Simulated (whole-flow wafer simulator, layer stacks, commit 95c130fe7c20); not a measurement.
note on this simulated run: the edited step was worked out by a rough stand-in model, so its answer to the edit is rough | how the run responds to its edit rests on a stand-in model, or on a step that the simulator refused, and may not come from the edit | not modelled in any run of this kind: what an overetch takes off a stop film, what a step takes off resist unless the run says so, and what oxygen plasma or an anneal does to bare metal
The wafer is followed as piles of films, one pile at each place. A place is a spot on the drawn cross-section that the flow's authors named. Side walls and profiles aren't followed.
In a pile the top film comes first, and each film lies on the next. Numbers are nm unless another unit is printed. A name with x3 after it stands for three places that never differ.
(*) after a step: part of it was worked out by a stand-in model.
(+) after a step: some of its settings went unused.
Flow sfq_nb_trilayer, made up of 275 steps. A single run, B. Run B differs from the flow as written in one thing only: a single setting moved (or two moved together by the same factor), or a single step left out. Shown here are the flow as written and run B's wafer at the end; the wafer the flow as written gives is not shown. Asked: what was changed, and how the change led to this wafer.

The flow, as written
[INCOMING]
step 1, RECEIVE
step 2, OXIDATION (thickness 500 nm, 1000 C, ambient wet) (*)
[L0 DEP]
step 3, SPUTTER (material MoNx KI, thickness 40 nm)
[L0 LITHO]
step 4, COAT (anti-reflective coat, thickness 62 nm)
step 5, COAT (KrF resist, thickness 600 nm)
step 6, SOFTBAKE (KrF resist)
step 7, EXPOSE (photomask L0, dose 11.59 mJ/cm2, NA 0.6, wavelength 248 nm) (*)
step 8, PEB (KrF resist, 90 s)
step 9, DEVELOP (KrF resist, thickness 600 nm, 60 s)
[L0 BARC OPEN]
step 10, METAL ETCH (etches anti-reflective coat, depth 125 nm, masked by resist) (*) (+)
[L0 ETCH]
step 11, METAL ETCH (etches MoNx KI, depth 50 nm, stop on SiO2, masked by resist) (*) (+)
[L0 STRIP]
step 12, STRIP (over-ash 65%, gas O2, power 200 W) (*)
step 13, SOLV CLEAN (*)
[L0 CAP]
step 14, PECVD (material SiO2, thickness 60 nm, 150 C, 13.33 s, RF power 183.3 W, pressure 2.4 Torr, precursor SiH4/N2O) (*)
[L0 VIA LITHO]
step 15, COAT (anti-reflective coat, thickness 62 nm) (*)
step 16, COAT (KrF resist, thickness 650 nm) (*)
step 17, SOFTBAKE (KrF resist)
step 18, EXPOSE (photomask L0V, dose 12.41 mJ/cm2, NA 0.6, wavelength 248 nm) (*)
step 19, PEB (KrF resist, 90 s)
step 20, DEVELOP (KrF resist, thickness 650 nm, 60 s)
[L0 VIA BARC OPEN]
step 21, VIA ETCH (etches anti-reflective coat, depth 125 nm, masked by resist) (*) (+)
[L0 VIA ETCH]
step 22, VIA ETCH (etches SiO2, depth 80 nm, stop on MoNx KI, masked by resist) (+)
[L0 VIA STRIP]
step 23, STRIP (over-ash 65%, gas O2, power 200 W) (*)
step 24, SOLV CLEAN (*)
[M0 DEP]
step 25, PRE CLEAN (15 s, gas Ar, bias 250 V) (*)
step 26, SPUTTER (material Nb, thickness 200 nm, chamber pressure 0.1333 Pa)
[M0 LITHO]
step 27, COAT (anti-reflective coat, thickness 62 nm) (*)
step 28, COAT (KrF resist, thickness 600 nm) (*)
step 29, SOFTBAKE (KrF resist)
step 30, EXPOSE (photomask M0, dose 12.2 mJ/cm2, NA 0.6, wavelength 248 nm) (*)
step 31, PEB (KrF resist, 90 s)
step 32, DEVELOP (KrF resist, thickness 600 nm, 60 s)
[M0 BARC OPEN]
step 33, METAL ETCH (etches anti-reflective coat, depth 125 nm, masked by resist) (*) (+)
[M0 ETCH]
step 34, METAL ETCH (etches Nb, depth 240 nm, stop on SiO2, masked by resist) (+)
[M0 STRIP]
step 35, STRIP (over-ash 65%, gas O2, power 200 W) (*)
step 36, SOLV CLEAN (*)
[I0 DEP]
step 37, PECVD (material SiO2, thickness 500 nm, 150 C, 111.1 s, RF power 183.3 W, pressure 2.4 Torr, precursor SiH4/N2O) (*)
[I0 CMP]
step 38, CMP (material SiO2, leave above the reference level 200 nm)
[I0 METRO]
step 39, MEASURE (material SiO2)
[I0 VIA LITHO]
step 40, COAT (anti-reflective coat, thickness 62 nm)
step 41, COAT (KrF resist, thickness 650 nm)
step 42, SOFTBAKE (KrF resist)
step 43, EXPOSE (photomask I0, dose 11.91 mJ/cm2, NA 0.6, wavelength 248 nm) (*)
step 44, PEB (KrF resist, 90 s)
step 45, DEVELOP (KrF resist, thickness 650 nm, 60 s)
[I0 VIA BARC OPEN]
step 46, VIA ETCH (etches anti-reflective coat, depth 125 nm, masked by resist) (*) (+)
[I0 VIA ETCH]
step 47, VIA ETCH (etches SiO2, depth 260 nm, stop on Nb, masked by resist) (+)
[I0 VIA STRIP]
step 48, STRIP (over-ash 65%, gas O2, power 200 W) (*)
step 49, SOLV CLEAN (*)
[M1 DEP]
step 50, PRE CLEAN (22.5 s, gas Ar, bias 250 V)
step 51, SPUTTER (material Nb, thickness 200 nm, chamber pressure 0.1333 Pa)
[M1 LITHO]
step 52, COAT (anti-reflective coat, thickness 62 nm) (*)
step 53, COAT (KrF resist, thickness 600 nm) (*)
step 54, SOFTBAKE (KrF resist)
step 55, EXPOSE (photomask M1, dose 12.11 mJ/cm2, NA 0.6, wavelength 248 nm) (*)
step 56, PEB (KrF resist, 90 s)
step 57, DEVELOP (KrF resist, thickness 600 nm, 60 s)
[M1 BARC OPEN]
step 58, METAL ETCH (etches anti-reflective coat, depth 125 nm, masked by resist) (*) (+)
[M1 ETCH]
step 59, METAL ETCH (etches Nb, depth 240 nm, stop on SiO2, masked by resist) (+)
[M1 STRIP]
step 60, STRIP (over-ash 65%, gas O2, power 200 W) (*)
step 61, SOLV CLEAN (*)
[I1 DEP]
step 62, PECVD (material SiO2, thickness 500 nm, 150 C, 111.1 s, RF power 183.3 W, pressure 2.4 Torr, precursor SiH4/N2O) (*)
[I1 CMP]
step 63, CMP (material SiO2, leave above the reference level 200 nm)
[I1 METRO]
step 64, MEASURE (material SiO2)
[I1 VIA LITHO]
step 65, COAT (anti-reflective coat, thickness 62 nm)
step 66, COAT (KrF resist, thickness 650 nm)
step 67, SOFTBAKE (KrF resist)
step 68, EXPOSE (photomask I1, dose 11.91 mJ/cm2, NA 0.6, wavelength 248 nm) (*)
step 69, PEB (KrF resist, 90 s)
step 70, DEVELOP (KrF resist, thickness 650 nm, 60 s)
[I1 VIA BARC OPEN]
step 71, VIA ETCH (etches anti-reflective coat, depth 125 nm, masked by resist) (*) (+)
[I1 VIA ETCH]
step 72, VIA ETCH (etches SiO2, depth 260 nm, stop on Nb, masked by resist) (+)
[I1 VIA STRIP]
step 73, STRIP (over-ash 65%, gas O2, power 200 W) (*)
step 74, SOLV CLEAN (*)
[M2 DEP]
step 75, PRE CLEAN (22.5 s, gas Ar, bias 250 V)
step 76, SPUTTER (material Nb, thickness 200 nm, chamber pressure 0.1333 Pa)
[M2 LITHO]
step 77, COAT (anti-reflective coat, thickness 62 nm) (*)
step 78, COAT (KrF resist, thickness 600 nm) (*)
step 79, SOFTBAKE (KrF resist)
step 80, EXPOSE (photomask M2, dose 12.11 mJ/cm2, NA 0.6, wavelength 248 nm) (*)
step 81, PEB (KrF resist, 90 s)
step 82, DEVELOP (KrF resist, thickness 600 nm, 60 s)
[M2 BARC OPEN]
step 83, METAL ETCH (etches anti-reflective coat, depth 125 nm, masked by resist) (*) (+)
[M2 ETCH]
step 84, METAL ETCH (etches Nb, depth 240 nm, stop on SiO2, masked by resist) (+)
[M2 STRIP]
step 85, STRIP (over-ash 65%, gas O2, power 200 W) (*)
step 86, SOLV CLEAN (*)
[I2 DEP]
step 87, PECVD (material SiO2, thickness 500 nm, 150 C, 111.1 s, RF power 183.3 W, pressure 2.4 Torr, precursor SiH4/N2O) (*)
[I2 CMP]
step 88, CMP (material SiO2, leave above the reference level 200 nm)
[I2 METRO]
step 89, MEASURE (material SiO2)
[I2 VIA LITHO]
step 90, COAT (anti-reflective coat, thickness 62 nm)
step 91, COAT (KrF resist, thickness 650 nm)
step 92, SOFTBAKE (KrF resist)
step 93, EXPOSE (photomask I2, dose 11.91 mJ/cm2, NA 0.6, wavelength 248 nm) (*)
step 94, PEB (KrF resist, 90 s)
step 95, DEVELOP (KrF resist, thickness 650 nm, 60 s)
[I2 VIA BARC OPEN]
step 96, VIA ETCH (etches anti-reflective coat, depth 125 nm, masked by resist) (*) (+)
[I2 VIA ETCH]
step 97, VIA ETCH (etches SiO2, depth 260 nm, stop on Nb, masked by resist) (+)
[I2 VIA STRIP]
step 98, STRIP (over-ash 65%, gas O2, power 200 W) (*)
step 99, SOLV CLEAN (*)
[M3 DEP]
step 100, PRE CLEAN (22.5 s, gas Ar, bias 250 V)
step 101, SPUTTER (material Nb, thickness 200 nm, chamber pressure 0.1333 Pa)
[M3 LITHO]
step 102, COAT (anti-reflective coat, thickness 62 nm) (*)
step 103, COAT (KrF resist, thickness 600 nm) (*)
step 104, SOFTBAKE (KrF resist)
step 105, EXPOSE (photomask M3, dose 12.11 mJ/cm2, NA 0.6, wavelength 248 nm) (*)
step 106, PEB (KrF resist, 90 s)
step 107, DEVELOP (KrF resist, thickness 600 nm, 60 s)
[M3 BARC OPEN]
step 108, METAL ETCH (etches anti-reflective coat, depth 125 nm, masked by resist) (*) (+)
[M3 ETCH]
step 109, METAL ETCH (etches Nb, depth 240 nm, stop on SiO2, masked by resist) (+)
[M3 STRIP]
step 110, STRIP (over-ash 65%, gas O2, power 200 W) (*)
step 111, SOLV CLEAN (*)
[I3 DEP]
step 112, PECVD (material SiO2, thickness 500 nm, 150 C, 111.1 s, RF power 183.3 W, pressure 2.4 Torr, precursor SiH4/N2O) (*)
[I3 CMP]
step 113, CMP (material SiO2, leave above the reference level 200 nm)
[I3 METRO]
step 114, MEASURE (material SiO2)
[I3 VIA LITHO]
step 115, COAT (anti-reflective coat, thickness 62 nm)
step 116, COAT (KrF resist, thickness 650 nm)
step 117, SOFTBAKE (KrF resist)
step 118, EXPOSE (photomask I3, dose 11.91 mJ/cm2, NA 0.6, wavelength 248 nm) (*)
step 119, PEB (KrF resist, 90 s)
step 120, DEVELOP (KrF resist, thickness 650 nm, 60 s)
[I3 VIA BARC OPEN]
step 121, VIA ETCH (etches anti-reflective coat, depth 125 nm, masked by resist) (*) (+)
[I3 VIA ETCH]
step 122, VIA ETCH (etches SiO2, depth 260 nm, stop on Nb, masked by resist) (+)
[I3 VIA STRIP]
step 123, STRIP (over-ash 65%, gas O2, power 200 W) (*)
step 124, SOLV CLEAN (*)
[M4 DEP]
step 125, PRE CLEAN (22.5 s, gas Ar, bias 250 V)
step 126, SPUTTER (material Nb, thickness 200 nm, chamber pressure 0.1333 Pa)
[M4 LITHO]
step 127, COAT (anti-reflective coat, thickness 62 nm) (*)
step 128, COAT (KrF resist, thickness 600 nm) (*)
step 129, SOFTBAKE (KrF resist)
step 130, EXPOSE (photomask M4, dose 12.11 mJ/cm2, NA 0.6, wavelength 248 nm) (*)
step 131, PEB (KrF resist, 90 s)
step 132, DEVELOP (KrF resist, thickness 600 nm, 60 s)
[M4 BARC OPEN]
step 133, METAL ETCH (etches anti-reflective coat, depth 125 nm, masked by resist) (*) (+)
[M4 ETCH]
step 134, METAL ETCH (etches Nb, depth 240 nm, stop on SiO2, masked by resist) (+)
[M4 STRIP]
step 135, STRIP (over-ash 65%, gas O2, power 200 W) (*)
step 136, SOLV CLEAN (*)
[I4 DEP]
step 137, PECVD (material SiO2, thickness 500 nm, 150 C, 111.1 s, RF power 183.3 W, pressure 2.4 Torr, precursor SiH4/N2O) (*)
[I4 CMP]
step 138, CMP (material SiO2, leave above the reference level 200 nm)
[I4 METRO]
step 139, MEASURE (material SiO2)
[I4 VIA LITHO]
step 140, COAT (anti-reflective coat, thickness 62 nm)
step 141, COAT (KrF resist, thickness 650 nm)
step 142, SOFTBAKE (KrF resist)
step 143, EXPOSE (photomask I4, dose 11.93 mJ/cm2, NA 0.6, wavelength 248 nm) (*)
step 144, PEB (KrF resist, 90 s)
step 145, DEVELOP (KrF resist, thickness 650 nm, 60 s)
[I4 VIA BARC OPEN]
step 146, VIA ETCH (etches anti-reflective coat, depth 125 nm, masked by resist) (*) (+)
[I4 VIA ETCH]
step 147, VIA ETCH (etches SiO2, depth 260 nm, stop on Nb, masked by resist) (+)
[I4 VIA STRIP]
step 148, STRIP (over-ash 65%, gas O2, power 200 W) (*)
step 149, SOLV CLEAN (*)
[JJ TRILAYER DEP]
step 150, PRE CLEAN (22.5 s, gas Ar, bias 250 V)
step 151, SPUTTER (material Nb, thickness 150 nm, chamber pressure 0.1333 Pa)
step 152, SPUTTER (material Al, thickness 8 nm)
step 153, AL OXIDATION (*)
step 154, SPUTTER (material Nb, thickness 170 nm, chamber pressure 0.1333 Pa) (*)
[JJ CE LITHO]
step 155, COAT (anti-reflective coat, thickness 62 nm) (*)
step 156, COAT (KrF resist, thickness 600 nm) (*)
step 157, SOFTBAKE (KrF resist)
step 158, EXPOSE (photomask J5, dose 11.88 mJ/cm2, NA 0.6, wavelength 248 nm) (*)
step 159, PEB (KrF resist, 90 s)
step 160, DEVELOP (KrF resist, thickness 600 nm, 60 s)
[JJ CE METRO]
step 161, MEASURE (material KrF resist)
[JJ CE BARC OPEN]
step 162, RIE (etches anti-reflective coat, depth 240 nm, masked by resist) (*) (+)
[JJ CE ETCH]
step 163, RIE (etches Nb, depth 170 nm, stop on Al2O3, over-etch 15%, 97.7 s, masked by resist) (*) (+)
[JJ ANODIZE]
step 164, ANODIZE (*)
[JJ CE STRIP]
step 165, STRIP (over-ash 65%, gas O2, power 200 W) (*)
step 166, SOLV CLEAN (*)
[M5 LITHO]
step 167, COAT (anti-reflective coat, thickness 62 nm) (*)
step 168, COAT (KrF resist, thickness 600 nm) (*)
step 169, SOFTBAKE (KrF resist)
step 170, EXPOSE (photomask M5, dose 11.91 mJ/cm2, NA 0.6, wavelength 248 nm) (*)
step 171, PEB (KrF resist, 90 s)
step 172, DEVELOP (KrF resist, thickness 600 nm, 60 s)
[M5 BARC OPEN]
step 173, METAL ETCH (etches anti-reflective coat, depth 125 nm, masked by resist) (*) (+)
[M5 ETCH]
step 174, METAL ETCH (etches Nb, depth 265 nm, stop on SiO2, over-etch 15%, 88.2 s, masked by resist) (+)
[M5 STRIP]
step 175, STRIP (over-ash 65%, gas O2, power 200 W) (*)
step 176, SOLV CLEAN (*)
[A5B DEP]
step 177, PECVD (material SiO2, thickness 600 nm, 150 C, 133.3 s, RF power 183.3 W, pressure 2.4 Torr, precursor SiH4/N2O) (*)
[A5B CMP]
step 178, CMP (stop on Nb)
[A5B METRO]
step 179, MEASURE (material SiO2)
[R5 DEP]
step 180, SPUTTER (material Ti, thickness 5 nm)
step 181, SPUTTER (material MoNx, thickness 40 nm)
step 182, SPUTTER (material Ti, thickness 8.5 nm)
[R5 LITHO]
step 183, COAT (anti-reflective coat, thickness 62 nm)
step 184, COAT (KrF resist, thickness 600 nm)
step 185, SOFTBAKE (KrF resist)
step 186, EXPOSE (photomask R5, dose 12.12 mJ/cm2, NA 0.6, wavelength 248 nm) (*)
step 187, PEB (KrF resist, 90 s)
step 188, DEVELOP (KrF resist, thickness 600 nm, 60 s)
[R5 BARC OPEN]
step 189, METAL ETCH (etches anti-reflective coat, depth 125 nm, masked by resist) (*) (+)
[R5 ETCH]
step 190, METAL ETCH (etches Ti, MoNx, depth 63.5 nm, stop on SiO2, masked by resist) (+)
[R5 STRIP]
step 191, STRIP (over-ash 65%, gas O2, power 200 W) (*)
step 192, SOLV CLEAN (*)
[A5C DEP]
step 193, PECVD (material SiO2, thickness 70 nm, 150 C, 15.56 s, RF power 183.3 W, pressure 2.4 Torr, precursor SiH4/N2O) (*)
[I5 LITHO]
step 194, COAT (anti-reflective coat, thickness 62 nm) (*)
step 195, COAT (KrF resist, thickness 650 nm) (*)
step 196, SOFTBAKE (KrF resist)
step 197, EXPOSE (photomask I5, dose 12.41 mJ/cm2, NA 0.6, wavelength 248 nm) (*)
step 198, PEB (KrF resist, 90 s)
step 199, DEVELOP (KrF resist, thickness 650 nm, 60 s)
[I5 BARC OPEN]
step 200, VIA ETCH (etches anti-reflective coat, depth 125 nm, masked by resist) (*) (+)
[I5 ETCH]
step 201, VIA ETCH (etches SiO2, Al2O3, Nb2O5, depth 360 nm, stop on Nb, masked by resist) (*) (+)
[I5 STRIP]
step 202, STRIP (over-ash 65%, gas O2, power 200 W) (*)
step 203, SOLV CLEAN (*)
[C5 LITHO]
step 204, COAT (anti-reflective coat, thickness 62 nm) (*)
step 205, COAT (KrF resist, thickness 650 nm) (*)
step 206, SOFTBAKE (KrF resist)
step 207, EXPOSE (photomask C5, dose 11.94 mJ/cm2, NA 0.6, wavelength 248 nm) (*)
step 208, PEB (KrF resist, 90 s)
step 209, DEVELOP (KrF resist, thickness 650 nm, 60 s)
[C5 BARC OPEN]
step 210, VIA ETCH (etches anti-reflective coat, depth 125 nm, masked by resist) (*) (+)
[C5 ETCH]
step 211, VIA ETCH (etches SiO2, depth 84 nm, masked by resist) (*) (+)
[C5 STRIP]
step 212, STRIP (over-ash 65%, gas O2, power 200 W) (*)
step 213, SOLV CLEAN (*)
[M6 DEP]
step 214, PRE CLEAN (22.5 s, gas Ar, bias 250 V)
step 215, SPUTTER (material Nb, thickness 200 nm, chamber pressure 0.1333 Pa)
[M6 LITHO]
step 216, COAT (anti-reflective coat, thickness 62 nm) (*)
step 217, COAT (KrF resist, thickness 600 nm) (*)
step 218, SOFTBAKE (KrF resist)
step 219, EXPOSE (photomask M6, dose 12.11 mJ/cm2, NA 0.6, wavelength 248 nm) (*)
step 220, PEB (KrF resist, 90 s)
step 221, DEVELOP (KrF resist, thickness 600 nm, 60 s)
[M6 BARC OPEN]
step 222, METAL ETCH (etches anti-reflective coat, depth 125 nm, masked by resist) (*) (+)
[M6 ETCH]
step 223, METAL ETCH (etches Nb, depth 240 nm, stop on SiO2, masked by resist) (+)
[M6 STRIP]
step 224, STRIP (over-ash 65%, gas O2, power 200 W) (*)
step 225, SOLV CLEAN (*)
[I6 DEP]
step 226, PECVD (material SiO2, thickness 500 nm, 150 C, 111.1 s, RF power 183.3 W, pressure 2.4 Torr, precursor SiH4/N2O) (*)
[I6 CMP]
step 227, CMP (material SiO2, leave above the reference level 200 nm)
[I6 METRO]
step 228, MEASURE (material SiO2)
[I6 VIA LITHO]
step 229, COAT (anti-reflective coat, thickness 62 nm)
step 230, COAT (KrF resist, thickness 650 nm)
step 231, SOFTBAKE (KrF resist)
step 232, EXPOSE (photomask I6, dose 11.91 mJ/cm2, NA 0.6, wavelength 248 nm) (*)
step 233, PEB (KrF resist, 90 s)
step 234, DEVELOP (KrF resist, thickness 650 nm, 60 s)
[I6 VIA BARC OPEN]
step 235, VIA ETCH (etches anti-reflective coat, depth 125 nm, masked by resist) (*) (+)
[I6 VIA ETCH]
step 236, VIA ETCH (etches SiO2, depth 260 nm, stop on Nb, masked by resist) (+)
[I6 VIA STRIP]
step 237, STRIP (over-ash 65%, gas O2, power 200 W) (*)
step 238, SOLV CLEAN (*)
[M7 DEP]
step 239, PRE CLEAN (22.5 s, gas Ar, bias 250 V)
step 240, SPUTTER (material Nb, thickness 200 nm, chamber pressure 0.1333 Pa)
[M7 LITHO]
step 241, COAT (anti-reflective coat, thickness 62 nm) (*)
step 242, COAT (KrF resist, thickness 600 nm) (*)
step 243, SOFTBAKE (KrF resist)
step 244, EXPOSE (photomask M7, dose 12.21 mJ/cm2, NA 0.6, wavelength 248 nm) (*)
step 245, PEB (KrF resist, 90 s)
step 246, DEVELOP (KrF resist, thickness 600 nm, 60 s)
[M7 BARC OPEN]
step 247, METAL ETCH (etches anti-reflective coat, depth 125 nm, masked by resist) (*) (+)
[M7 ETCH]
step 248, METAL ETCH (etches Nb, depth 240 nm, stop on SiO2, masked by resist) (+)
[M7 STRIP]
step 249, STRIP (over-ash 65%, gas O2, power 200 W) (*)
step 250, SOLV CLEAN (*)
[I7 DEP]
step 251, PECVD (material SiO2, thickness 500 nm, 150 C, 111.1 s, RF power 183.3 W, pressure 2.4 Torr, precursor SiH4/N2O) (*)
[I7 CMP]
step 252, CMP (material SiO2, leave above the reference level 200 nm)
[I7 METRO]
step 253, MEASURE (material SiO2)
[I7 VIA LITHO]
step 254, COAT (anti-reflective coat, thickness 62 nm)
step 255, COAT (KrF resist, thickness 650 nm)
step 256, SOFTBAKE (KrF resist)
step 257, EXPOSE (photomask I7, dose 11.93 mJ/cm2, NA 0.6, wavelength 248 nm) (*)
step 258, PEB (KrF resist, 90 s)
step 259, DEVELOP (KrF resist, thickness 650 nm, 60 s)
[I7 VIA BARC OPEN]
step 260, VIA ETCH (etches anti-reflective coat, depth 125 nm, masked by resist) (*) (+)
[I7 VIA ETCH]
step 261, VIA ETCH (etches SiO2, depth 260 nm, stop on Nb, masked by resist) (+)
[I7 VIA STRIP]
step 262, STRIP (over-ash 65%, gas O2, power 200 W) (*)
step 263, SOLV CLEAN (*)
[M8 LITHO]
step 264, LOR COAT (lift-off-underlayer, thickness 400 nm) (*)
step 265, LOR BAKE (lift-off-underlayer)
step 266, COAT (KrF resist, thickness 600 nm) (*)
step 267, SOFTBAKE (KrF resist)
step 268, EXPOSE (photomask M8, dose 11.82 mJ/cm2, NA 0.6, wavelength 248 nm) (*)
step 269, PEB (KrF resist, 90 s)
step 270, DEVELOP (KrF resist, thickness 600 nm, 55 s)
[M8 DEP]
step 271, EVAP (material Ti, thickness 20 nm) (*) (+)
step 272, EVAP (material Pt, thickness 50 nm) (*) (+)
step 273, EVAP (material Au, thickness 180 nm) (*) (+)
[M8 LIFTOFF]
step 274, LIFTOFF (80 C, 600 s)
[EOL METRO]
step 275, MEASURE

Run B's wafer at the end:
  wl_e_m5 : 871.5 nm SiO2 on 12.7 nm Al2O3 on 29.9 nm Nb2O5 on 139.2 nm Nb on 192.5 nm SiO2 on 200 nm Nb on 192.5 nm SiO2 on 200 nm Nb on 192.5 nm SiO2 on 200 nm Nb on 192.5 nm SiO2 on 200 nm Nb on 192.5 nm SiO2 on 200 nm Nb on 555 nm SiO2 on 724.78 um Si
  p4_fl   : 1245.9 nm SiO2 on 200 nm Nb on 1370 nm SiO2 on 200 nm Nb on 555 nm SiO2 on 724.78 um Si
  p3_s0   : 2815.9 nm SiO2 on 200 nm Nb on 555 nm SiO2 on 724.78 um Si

What caused this: step 251, PECVD: thickness 270 nm was run, while the flow as written has thickness 500 nm; step 251, PECVD: 60 s was run, where the flow has 111.1 s.

The path from the change to this, step by step:
  step 251, PECVD (material SiO2, thickness 500 nm, 150 C, 111.1 s, RF power 183.3 W, pressure 2.4 Torr, precursor SiH4/N2O) (*)
      field_l, p4_fl, p4_fm and 56 more: SiO2 gains 270 (as written it would have been: SiO2 gains 500)
      v_sur, via_wl, via_w and 37 more: SiO2 gains 270 (new film) (as written it would have been: SiO2 gains 500 (new film))
      (also at 7 further places)
  step 252, CMP (material SiO2, leave above the reference level 200 nm)
      field_l, p4_fl, p4_fm and 56 more: nothing (as written it would have been: SiO2 loses 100)
      field_r, lsp_l: nothing (as written it would have been: SiO2 loses 77.7)
      (also at 45 further places)
  step 254, COAT (anti-reflective coat, thickness 62 nm)
      jj_sur, ce_l, c5j, ce_r, sp_r, be_r: anti-reflective coat gains 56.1 (new film) (as written it would have been: anti-reflective coat gains 62 (new film))
      p3_s1, p3_l2, p3_s5, p3_l6: anti-reflective coat gains 63.7 (new film) (as written it would have been: anti-reflective coat gains 62 (new film))
      (also at 84 further places)
  step 255, COAT (KrF resist, thickness 650 nm)
      ce_l, c5j, ce_r, sp_r, wl_f_m6: KrF resist gains 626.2 (new film) (as written it would have been: KrF resist gains 650 (new film))
      field_r, m0r_line_r, m6r_line_r: KrF resist gains 675.8 (new film) (as written it would have been: KrF resist gains 650 (new film))
      (also at 69 further places)
  step 259, DEVELOP (KrF resist, thickness 650 nm, 60 s)
      via_wl: KrF resist loses 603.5 (all of it) (as written it would have been: KrF resist loses 648.6 (all of it))
      via_w: KrF resist loses 610.6 (all of it) (as written it would have been: KrF resist loses 648.6 (all of it))
      (also at 1 further place)
  step 260, VIA ETCH (etches anti-reflective coat, depth 125 nm, masked by resist) (*) (+)
      field_l, v_sur, via_sp and 100 more: KrF resist loses 45.1 (as written it would have been: KrF resist loses 51.7)
      via_wl: anti-reflective coat loses 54 (all of it), SiO2 loses 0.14 (as written it would have been: anti-reflective coat loses 62 (all of it), SiO2 loses 0.16)
      (also at 2 further places)
  step 262, STRIP (over-ash 65%, gas O2, power 200 W) (*)
      ce_l, c5j, ce_r, sp_r: KrF resist loses 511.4 (all of it), anti-reflective coat loses 56.1 (all of it) (as written it would have been: KrF resist loses 528.6 (all of it), anti-reflective coat loses 62 (all of it))
      p3_s3, p3_l4, p3_s4: KrF resist loses 539.4 (all of it), anti-reflective coat loses 63.5 (all of it) (as written it would have been: KrF resist loses 528.6 (all of it), anti-reflective coat loses 62 (all of it))
      (also at 90 further places)
  step 264, LOR COAT (lift-off-underlayer, thickness 400 nm) (*)
      c5j, ce_r: lift-off-underlayer gains 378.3 (new film) (as written it would have been: lift-off-underlayer gains 399.3 (new film))
      p4_fm, m8r_gap_c: lift-off-underlayer gains 417.2 (new film) (as written it would have been: lift-off-underlayer gains 400 (new film))
      (also at 85 further places)
  step 266, COAT (KrF resist, thickness 600 nm) (*)
      m5r_line_l, m5r_line_r: KrF resist gains 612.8 (new film) (as written it would have been: KrF resist gains 600 (new film))
      m5r_linepad_l, m5r_linepad_r: KrF resist gains 585.5 (new film) (as written it would have been: KrF resist gains 600 (new film))
      (also at 40 further places)
  step 270, DEVELOP (KrF resist, thickness 600 nm, 55 s)
      field_l: KrF resist loses 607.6 (all of it), lift-off-underlayer loses 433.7 (all of it) (as written it would have been: KrF resist loses 593.7 (all of it), lift-off-underlayer loses 388.2 (all of it))
      v_sur: KrF resist loses 592.2 (all of it), lift-off-underlayer loses 322.5 (all of it) (as written it would have been: KrF resist loses 607.3 (all of it), lift-off-underlayer loses 369.4 (all of it))
      (also at 9 further places)
  step 274, LIFTOFF (80 C, 600 s)
      c5j, ce_r: Au loses 180 (all of it), Pt loses 50 (all of it), Ti loses 20 (all of it), KrF resist loses 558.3 (all of it), lift-off-underlayer loses 378.3 (all of it) (as written it would have been: Au loses 180 (all of it), Pt loses 50 (all of it), Ti loses 20 (all of it), KrF resist loses 573.3 (all of it), lift-off-underlayer loses 399.3 (all of it))
      wl_d_m1, wl_d_sr: Au loses 180 (all of it), Pt loses 50 (all of it), Ti loses 20 (all of it), KrF resist loses 597.7 (all of it), lift-off-underlayer loses 420.9 (all of it) (as written it would have been: Au loses 180 (all of it), Pt loses 50 (all of it), Ti loses 20 (all of it), KrF resist loses 576.2 (all of it), lift-off-underlayer loses 400 (all of it))
      (also at 74 further places)
